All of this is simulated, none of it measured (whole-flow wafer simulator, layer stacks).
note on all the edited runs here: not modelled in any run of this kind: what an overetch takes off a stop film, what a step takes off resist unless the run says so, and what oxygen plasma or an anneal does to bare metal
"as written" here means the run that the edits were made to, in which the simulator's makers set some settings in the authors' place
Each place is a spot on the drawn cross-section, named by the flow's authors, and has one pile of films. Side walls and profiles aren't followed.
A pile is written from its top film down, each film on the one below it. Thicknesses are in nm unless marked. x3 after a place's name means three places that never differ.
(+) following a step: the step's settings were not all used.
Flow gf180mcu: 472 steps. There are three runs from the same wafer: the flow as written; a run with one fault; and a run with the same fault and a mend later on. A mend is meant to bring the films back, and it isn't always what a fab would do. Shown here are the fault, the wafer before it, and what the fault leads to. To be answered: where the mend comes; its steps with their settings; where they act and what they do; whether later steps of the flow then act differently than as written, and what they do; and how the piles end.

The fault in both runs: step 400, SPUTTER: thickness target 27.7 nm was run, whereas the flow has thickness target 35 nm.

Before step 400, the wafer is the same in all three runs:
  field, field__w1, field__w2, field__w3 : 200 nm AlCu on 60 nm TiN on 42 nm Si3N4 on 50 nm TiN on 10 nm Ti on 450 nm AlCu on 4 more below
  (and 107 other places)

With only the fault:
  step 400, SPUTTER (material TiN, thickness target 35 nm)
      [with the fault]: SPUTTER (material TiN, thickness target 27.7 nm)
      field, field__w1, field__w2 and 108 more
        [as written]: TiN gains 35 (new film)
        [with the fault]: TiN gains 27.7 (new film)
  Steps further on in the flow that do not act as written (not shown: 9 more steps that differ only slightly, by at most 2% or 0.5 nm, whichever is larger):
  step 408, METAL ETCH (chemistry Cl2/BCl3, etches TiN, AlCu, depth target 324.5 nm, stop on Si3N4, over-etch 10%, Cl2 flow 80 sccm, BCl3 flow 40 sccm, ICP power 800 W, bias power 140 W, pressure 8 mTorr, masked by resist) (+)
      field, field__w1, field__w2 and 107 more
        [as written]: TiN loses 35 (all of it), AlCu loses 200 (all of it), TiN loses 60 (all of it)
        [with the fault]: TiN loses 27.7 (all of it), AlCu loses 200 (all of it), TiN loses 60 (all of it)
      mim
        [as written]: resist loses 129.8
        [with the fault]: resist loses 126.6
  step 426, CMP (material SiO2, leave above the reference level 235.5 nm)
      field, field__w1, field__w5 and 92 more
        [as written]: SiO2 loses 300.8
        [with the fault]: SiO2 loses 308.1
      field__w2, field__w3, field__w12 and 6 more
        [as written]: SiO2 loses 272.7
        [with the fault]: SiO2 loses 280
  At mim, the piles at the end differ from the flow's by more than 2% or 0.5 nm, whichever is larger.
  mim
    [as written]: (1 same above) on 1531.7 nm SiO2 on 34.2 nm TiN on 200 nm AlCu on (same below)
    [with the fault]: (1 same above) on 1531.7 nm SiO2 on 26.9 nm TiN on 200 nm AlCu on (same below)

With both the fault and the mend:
  The mend stands after step 400.
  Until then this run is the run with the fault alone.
  step 400a, SPUTTER (material TiN, thickness target 7.3 nm) (the flow's step 400 again, with other settings)
      field, field__w1, field__w2 and 108 more
        TiN gains 7.3
  Every later step of the flow that is run acts as written at every place that is followed.
  By the end, the piles equal the flow's at every place that both follow.
